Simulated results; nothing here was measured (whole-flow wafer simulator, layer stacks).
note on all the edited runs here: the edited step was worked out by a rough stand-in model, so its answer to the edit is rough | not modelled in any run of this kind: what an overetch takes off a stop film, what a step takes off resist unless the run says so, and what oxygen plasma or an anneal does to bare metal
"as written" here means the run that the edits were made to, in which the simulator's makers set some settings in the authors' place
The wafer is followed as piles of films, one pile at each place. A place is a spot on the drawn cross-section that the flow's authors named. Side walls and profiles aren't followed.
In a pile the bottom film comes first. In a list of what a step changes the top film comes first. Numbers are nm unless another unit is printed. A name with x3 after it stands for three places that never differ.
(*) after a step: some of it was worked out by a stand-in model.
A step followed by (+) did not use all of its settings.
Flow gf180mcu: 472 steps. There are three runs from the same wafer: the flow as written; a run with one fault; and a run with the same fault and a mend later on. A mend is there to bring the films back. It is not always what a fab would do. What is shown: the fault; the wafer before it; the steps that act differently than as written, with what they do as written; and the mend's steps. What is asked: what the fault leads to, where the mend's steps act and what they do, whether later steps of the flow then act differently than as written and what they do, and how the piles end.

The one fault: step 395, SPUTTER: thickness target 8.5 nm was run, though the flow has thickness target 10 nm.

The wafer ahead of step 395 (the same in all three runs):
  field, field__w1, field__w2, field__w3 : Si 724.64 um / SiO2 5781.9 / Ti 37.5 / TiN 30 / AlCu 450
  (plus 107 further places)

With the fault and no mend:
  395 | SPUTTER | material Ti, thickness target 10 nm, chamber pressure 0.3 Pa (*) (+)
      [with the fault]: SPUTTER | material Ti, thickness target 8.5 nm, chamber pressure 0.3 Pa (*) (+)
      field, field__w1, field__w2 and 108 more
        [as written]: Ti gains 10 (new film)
        [with the fault]: Ti gains 8.5 (new film)
  Later steps of the flow acting differently than as written (2 more steps, not shown, differ only slightly: by at most 2% or 0.5 nm, whichever is larger):
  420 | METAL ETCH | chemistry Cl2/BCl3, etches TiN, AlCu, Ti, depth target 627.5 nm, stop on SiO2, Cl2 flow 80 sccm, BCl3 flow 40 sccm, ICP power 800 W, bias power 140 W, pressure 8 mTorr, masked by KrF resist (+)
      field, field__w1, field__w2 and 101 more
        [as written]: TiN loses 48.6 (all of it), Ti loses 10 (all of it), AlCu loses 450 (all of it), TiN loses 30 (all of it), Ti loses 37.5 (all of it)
        [with the fault]: TiN loses 48.6 (all of it), Ti loses 8.5 (all of it), AlCu loses 450 (all of it), TiN loses 30 (all of it), Ti loses 37.5 (all of it)
  At field__w4, field__w8, contact, m1, m1__w1, mim, mim_1p0, m1_nw, the piles at the end differ from the flow's by more than 2% or 0.5 nm, whichever is larger.
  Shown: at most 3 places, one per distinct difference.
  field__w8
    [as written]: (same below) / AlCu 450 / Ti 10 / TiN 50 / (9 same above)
    [with the fault]: (same below) / AlCu 450 / Ti 8.5 / TiN 50 / (9 same above)
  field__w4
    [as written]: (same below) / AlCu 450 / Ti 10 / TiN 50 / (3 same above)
    [with the fault]: (same below) / AlCu 450 / Ti 8.5 / TiN 50 / (3 same above)
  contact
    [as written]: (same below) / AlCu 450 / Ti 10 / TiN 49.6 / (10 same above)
    [with the fault]: (same below) / AlCu 450 / Ti 8.5 / TiN 49.6 / (10 same above)

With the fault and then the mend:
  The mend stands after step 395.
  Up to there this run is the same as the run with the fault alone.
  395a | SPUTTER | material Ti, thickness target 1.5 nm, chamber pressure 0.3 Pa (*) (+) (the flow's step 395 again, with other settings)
      field, field__w1, field__w2 and 108 more
        Ti gains 1.5
  Later steps of the flow that are run all act as written at every place that is followed.
  By the end, the piles equal the flow's at every place that both follow.
